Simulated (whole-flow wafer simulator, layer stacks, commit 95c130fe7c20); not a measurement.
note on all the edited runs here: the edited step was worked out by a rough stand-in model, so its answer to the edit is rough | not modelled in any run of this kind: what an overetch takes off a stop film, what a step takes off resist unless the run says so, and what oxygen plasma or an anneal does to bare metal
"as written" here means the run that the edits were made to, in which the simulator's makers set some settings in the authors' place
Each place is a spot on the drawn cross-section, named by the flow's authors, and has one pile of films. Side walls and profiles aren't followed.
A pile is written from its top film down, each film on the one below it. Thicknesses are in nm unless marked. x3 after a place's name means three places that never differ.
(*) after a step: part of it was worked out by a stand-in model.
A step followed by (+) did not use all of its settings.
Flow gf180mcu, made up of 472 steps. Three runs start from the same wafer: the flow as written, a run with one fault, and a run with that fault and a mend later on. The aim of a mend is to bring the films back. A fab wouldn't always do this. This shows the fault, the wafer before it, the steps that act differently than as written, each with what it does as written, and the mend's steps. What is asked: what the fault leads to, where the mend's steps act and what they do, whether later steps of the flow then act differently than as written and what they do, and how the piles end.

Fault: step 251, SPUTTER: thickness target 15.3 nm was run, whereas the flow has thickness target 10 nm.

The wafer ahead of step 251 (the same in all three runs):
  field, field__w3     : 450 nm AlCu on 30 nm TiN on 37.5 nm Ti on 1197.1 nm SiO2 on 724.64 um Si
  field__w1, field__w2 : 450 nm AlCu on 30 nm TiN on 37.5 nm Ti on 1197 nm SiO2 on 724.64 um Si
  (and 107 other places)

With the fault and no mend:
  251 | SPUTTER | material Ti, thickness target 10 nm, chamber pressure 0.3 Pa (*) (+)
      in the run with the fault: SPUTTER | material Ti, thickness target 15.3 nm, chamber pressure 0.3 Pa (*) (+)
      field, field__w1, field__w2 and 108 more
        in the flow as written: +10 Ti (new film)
        in the run with the fault: +15.3 Ti (new film)
  Steps further on in the flow that do not act as written (5 other steps are not shown; they differ only slightly, by no more than 2% or 0.5 nm, whichever is larger):
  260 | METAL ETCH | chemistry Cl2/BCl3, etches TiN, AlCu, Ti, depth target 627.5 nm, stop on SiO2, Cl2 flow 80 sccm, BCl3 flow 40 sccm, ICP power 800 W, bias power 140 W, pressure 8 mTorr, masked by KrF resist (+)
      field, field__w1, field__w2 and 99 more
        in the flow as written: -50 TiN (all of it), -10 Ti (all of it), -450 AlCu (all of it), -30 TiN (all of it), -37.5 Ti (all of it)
        in the run with the fault: -50 TiN (all of it), -15.3 Ti (all of it), -450 AlCu (all of it), -30 TiN (all of it), -37.5 Ti (all of it)
  At field__w8, contact, m1 and 6 more, the piles at the end differ from the flow's by more than 2% or 0.5 nm, whichever is larger.
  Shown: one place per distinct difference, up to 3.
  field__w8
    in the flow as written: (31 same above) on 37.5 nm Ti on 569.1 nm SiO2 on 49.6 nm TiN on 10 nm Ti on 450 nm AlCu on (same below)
    in the run with the fault: (31 same above) on 37.5 nm Ti on 563.8 nm SiO2 on 49.6 nm TiN on 15.3 nm Ti on 450 nm AlCu on (same below)
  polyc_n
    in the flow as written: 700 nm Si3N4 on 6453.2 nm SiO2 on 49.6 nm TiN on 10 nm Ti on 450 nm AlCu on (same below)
    in the run with the fault: 700 nm Si3N4 on 6447.9 nm SiO2 on 49.6 nm TiN on 15.3 nm Ti on 450 nm AlCu on (same below)
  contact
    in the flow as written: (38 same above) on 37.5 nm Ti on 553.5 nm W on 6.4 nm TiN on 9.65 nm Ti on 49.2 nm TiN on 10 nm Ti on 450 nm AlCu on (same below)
    in the run with the fault: (38 same above) on 37.5 nm Ti on 548.2 nm W on 6.42 nm TiN on 9.68 nm Ti on 49.2 nm TiN on 15.3 nm Ti on 450 nm AlCu on (same below)

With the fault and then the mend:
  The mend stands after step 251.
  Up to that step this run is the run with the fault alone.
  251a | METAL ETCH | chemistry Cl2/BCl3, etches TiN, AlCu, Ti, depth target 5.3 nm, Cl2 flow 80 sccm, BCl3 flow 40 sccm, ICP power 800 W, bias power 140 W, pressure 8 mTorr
      field, field__w1, field__w2 and 108 more
        -5.3 Ti
  Every later step of the flow that is run acts as written at every place that is followed.
  The piles end the same as the flow's at every place that both follow.
